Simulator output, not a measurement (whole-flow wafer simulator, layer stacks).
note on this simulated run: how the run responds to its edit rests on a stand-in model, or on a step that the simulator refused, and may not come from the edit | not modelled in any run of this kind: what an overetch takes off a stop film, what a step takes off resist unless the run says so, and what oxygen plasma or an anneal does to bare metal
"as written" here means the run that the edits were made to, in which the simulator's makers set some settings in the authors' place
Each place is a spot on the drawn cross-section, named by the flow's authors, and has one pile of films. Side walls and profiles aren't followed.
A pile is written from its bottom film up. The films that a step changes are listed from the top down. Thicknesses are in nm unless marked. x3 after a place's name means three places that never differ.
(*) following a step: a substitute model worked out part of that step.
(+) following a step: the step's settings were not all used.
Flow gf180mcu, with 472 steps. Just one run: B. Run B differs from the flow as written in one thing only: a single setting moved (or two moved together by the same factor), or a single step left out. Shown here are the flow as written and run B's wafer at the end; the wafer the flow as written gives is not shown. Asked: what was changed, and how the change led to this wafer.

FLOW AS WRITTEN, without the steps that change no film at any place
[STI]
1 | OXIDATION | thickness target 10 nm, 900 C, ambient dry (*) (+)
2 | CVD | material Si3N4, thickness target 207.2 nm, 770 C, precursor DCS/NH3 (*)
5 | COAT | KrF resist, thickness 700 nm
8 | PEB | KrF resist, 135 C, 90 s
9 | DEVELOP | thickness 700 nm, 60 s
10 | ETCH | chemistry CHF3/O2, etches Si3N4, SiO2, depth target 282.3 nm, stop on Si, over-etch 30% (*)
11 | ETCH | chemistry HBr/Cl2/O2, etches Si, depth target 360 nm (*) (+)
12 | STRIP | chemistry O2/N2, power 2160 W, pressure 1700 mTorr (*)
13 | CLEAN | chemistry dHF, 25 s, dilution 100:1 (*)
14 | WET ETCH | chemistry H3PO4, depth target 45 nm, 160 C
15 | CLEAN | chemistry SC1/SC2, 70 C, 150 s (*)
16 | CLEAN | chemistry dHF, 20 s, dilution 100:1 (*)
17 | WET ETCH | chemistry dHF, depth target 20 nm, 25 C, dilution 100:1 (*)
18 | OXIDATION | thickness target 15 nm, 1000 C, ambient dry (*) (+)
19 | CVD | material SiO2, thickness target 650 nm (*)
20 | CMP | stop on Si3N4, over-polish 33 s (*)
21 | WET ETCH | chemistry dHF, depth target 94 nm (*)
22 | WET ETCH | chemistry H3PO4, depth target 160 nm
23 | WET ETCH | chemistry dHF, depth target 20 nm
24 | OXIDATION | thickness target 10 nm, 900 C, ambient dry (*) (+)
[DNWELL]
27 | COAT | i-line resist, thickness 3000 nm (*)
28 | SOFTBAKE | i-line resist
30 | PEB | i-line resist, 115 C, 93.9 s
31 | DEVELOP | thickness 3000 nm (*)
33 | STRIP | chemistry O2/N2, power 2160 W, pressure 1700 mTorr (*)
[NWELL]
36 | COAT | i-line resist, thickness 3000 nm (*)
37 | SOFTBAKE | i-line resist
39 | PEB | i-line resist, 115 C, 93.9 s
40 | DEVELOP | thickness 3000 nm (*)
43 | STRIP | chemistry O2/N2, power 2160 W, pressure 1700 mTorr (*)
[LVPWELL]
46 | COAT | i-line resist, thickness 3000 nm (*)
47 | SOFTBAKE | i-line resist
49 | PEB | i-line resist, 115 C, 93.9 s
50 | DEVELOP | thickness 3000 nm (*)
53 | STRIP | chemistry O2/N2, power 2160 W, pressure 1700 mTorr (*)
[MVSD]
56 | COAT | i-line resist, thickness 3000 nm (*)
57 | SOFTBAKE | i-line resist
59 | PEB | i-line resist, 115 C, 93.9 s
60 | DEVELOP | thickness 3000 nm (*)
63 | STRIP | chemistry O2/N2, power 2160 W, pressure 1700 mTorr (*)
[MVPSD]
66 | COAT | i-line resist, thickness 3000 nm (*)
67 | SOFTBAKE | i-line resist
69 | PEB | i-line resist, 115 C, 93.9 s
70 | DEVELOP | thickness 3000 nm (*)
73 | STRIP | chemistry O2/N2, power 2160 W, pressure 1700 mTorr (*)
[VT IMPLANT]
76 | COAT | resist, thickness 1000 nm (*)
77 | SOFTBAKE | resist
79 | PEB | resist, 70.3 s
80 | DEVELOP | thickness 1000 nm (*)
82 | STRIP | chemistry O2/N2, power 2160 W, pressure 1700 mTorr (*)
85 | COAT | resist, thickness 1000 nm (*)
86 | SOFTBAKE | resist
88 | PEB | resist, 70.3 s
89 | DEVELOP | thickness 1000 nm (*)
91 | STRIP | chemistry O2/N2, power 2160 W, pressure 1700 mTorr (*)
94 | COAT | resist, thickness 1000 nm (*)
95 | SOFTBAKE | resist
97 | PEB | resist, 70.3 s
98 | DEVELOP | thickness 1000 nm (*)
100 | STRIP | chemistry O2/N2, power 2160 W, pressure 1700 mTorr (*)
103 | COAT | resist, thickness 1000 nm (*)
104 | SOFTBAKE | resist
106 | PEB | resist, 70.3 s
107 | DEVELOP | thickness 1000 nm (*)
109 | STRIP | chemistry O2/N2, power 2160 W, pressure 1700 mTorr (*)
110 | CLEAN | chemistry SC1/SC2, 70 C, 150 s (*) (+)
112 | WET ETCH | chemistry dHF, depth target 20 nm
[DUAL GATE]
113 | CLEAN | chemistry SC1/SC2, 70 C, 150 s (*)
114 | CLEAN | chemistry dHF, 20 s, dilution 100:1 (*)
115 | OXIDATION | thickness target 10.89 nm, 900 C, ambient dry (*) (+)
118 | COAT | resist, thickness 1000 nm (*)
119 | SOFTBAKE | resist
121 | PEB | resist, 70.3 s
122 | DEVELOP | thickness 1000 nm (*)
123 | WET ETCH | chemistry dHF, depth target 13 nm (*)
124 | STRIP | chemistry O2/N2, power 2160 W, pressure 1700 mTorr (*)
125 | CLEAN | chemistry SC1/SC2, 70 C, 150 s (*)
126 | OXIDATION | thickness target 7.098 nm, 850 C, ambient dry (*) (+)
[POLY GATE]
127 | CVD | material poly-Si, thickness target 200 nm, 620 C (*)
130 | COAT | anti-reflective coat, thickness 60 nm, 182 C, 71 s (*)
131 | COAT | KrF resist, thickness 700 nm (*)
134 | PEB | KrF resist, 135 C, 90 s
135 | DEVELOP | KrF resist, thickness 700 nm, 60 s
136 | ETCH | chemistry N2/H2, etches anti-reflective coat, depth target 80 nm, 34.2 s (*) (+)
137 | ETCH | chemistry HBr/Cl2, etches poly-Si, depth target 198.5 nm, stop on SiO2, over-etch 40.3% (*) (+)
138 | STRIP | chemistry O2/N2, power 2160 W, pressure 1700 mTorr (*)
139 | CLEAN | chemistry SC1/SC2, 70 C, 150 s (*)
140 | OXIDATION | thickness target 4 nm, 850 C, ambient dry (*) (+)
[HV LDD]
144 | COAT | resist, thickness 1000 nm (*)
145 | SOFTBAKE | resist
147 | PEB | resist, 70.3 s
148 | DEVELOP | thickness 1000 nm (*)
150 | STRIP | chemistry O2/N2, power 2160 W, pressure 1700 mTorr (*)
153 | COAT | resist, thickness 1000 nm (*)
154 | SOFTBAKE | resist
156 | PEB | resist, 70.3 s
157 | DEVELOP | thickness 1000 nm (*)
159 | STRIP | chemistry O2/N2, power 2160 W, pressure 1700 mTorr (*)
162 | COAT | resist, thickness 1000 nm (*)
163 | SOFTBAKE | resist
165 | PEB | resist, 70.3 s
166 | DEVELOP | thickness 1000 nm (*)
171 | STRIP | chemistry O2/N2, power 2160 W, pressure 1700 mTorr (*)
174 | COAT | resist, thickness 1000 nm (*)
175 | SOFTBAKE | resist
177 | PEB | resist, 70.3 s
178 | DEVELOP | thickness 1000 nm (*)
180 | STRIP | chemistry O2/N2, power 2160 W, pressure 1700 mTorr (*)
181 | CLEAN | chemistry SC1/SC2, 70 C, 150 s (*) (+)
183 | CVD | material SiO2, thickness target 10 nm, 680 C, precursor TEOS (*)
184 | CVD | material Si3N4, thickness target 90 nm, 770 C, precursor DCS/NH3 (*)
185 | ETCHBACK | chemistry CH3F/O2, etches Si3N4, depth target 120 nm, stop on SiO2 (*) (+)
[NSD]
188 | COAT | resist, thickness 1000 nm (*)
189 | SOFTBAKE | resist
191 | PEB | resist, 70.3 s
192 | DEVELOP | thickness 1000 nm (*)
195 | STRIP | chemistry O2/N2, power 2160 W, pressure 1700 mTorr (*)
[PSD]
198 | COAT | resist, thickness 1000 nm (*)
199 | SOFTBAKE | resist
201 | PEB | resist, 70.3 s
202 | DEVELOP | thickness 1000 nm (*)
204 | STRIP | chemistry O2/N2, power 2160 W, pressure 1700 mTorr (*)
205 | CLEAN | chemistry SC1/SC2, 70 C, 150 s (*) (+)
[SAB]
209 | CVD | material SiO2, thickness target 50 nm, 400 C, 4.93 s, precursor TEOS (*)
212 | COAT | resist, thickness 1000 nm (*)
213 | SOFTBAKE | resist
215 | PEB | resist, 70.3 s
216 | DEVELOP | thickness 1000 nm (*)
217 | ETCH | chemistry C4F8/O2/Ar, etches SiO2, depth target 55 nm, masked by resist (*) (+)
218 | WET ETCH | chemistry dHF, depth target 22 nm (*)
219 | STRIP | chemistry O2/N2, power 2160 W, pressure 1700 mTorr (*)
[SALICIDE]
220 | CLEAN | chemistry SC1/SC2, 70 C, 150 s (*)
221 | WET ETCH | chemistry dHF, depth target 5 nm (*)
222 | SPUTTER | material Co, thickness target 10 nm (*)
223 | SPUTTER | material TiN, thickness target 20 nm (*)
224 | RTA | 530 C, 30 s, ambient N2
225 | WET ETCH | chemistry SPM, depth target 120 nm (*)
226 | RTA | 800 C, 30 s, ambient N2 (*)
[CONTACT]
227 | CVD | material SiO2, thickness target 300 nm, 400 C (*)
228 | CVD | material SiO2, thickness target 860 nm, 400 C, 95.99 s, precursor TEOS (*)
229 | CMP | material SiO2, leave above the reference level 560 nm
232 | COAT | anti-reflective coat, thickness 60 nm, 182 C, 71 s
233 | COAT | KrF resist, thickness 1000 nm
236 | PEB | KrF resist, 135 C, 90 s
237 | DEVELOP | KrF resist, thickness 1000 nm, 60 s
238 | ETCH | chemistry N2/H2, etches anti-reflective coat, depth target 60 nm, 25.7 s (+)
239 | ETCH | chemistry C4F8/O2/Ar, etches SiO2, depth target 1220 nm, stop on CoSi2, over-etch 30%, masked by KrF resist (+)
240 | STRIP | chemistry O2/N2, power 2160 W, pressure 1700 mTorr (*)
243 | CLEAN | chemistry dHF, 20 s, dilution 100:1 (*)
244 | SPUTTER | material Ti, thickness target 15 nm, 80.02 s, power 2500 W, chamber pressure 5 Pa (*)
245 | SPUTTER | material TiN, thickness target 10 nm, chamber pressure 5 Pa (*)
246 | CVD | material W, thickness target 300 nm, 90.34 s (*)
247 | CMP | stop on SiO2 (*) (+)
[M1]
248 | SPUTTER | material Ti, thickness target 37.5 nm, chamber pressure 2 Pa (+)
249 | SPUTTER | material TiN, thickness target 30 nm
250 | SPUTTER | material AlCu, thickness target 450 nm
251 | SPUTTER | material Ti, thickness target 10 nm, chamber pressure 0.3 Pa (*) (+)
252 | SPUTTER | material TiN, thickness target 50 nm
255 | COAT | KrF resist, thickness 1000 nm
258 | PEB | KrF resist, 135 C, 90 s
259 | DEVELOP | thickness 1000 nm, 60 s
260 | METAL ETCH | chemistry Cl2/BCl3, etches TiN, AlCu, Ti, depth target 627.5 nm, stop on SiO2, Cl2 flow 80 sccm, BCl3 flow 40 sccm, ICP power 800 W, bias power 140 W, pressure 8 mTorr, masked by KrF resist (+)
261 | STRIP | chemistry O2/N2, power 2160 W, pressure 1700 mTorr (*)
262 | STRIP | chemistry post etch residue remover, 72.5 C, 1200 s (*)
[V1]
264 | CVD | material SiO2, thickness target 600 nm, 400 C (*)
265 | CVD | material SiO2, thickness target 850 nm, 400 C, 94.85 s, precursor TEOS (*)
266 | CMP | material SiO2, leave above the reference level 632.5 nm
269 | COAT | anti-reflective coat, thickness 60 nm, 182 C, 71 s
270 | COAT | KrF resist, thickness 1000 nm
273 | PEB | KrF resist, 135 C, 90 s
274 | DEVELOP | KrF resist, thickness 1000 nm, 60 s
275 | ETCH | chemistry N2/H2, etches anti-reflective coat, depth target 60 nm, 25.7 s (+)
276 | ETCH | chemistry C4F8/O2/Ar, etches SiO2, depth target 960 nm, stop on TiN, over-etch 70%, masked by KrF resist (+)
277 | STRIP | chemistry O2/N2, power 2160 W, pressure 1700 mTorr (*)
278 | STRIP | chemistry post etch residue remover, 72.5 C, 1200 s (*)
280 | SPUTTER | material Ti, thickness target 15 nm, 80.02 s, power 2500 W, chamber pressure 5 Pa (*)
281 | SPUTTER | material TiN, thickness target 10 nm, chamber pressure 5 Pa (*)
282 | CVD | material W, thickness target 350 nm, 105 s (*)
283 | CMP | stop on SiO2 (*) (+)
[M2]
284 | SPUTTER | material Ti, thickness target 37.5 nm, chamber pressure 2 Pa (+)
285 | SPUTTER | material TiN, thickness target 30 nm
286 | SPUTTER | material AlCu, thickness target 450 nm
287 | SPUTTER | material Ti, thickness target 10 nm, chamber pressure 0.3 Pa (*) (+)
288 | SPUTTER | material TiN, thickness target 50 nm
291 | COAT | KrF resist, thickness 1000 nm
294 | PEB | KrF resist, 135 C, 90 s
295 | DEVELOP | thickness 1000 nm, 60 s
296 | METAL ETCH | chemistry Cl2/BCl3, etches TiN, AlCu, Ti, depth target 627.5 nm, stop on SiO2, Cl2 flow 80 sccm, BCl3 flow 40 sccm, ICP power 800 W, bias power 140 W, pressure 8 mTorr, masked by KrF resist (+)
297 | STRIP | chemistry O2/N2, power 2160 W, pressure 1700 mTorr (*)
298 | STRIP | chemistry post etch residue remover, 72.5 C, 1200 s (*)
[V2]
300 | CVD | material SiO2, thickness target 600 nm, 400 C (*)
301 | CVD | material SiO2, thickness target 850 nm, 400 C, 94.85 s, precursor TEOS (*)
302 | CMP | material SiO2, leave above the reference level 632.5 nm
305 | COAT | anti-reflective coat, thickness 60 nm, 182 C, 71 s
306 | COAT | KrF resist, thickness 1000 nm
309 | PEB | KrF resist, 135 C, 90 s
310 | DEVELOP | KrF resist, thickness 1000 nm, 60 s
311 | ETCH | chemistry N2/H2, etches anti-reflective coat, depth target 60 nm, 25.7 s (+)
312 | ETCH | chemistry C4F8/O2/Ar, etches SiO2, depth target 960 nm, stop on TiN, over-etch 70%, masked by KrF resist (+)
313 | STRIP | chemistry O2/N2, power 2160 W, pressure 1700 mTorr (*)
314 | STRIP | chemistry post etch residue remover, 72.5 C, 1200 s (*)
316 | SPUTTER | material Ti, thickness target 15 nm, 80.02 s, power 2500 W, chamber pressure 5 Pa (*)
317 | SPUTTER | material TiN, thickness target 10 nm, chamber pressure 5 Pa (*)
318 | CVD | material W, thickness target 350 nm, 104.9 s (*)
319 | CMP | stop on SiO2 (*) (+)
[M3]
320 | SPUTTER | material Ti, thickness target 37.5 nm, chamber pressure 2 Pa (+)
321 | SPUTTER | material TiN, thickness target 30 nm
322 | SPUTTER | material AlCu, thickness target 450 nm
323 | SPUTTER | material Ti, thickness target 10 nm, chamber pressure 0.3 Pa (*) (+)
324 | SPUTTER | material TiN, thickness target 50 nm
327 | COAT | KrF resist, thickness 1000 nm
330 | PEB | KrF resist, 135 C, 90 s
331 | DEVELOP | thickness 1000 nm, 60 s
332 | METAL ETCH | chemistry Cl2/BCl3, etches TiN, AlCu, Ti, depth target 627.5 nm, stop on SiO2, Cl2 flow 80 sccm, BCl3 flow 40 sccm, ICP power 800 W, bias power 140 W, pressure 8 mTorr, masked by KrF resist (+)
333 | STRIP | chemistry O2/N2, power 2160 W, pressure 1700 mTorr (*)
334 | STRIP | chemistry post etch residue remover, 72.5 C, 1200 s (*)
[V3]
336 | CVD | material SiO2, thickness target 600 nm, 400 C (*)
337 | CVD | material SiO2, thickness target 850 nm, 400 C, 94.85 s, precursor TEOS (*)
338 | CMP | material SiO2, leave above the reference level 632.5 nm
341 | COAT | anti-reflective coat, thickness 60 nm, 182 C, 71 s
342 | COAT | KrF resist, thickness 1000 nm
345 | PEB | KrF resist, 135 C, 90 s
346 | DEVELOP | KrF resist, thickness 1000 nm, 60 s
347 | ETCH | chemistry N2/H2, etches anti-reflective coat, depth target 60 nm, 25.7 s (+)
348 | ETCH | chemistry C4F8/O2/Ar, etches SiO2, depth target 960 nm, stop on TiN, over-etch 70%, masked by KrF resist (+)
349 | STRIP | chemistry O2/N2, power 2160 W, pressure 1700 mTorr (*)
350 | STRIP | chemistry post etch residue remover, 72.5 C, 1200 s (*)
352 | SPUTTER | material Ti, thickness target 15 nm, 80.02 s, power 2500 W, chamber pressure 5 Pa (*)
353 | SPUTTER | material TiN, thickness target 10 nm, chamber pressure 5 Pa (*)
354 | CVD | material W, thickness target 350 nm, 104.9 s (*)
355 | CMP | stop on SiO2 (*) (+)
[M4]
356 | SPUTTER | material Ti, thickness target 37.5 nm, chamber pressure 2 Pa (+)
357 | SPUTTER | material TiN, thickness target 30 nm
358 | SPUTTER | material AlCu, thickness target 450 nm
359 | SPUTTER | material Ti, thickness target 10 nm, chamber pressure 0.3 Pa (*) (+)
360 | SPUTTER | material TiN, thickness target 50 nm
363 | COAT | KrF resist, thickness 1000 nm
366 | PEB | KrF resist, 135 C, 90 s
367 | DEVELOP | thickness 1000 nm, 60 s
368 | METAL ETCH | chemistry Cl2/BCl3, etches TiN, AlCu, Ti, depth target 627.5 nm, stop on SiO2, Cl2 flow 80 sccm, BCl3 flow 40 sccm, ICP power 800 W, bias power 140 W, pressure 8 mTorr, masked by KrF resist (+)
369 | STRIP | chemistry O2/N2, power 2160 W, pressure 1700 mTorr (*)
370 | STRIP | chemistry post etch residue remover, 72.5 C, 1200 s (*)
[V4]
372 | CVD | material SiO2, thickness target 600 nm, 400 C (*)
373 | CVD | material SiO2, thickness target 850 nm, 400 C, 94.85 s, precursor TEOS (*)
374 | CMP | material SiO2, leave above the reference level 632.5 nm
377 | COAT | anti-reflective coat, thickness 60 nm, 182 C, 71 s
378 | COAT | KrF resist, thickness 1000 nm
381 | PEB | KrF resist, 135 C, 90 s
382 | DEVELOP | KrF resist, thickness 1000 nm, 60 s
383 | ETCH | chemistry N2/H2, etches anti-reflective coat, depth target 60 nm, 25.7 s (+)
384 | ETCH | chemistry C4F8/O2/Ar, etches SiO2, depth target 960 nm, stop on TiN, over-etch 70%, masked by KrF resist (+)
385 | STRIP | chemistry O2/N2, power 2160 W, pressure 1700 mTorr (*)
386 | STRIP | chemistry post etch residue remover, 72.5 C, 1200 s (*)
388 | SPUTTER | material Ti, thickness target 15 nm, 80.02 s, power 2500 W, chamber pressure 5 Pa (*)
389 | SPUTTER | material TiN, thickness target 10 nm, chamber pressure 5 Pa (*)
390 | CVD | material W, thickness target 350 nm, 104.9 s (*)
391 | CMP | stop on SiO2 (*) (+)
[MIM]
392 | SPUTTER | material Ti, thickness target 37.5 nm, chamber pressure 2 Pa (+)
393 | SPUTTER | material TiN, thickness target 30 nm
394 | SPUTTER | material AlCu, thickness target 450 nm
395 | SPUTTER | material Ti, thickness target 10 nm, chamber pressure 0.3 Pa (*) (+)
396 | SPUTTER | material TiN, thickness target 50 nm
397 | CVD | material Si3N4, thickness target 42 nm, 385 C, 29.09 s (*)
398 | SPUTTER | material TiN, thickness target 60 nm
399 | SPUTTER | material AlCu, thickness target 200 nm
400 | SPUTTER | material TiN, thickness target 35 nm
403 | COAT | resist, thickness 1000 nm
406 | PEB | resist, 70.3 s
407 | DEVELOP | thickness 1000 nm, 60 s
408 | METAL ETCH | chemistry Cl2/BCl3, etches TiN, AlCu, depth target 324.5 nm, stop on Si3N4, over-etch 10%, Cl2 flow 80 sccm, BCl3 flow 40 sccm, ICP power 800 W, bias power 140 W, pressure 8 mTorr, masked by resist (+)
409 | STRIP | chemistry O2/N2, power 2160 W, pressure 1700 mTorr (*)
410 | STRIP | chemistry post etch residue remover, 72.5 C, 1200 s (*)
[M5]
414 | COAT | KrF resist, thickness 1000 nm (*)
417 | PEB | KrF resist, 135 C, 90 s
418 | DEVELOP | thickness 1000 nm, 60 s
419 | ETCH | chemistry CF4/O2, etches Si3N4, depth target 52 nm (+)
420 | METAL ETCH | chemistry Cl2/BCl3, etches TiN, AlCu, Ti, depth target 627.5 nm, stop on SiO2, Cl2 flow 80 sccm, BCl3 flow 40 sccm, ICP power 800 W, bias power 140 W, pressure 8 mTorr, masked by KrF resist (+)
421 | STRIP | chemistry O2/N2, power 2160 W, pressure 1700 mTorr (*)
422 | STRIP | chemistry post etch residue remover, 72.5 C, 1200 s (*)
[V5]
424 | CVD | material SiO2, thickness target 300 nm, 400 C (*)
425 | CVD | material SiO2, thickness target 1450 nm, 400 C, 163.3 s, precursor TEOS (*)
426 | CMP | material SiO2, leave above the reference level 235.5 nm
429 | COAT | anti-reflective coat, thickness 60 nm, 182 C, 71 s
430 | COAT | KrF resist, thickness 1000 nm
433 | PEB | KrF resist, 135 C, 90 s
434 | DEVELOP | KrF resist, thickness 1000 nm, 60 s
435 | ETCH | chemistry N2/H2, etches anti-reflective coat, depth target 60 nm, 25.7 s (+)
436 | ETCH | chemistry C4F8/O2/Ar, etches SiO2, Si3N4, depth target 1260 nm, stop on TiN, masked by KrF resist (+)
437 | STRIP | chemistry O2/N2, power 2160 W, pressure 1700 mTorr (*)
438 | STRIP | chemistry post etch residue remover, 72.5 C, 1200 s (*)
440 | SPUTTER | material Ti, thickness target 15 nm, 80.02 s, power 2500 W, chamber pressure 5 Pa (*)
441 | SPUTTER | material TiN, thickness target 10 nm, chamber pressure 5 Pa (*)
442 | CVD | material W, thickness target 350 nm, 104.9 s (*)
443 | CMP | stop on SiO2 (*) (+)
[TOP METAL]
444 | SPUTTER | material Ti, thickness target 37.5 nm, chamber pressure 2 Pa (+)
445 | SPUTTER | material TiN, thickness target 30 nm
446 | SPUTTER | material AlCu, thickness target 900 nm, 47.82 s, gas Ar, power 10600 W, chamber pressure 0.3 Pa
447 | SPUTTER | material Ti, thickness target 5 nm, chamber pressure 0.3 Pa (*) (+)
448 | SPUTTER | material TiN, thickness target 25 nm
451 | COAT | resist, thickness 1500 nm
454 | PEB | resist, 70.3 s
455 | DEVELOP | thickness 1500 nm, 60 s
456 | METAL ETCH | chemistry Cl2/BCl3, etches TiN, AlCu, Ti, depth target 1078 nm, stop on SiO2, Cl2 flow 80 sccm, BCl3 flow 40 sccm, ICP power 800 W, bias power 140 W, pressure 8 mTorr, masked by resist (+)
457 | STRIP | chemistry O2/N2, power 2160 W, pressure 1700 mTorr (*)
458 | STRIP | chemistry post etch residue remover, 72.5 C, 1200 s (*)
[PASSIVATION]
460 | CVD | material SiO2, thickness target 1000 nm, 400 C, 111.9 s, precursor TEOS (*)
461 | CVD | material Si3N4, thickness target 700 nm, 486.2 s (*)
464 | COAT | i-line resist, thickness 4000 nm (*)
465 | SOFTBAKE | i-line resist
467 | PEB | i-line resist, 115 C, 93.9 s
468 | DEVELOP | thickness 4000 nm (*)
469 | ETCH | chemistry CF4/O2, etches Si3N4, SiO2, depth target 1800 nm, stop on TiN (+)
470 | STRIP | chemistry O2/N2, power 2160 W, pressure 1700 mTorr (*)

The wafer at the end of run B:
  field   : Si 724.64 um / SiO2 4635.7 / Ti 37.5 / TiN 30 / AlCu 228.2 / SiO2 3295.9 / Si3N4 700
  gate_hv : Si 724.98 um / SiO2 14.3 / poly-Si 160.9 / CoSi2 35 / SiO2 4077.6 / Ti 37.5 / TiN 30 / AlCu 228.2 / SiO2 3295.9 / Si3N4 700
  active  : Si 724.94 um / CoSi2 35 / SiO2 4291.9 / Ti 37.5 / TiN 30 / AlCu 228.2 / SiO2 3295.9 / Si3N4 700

Cause: step 368, METAL ETCH: depth target 276.1 nm was run, while the flow as written has depth target 627.5 nm.

The path from the change to this, step by step:
  368 | METAL ETCH | chemistry Cl2/BCl3, etches TiN, AlCu, Ti, depth target 627.5 nm, stop on SiO2, Cl2 flow 80 sccm, BCl3 flow 40 sccm, ICP power 800 W, bias power 140 W, pressure 8 mTorr, masked by KrF resist (+)
      field, field__w1, field__w2 and 103 more: TiN loses 50 (all of it), Ti loses 10 (all of it), AlCu loses 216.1 (it would be, as written: TiN loses 50 (all of it), Ti loses 10 (all of it), AlCu loses 450 (all of it), TiN loses 30 (all of it), Ti loses 37.5 (all of it))
      field__w8, contact, m1, m1__w1, m1_nw: KrF resist loses 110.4 (it would be, as written: KrF resist loses 251)
  369 | STRIP | chemistry O2/N2, power 2160 W, pressure 1700 mTorr (*)
      field__w8, contact, m1, m1__w1, m1_nw: KrF resist loses 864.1 (all of it) (it would be, as written: KrF resist loses 723.5 (all of it))
  370 | STRIP | chemistry post etch residue remover, 72.5 C, 1200 s (*)
      field, field__w1, field__w2 and 103 more: AlCu loses 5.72 (it would be, as written: nothing)
  372 | CVD | material SiO2, thickness target 600 nm, 400 C (*)
      field, field__w1, field__w2 and 103 more: SiO2 gains 600 (new film) (it would be, as written: SiO2 gains 600)
  374 | CMP | material SiO2, leave above the reference level 632.5 nm
      field, field__w1, field__w2 and 103 more: SiO2 loses 595.7 (it would be, as written: SiO2 loses 300)
If metal films that touch count as one body, field has 1 body; the flow as written gives 0 bodies.
If metal films that touch count as one body, gate_hv has 2 bodies (between them, from the top down: SiO2 4077.6); the flow as written gives 1 body.
If metal films that touch count as one body, active has 2 bodies (between them, from the top down: SiO2 4291.9); the flow as written gives 1 body.
